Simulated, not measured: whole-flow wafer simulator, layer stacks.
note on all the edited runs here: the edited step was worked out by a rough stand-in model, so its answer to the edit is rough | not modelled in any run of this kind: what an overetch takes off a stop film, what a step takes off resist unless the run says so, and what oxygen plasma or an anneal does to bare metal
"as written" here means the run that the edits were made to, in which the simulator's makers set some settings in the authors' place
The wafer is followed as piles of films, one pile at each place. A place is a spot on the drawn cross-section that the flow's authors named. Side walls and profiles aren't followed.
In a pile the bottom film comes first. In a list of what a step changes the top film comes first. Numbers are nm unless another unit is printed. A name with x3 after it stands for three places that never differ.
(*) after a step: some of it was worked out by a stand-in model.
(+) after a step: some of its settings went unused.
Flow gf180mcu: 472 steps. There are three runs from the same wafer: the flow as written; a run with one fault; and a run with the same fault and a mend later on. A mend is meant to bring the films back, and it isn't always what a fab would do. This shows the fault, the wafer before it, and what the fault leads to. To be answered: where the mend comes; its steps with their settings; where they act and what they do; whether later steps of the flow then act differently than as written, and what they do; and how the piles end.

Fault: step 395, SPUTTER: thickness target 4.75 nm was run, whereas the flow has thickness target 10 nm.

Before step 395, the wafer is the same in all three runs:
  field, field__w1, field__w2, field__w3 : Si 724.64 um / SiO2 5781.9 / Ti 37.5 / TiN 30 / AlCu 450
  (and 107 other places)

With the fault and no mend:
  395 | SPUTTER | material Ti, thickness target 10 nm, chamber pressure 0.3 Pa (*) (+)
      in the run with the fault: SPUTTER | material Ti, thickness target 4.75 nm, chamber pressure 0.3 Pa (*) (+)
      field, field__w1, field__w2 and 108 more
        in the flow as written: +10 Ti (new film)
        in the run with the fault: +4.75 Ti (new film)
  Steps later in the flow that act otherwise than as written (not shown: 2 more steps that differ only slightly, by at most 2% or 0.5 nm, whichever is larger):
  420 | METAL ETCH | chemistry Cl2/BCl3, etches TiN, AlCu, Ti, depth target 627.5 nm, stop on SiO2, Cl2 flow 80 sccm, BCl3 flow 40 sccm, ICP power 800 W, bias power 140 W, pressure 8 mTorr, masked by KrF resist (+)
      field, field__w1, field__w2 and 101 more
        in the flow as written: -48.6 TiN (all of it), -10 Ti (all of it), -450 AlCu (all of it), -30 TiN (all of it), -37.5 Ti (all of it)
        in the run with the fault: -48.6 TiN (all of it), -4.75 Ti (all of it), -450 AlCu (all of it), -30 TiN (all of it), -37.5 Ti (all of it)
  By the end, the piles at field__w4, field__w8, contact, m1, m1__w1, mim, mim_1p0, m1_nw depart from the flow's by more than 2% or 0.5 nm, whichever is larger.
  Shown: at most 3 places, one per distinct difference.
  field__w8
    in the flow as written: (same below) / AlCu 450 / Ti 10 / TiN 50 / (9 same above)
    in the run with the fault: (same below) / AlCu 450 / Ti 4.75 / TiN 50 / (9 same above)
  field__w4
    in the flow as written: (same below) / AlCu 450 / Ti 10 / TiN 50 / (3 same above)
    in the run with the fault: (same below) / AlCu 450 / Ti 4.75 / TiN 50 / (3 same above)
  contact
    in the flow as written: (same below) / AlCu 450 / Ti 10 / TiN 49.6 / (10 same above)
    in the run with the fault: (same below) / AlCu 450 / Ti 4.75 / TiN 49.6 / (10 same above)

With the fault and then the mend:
  The mend follows step 395.
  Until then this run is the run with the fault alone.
  395a | SPUTTER | material Ti, thickness target 5.25 nm, chamber pressure 0.3 Pa (*) (+) (the flow's step 395 again, with other settings)
      field, field__w1, field__w2 and 108 more
        +5.25 Ti
  None of the later steps of the flow acts differently than as written at any place that is followed.
  The piles end the same as the flow's at every place that both follow.
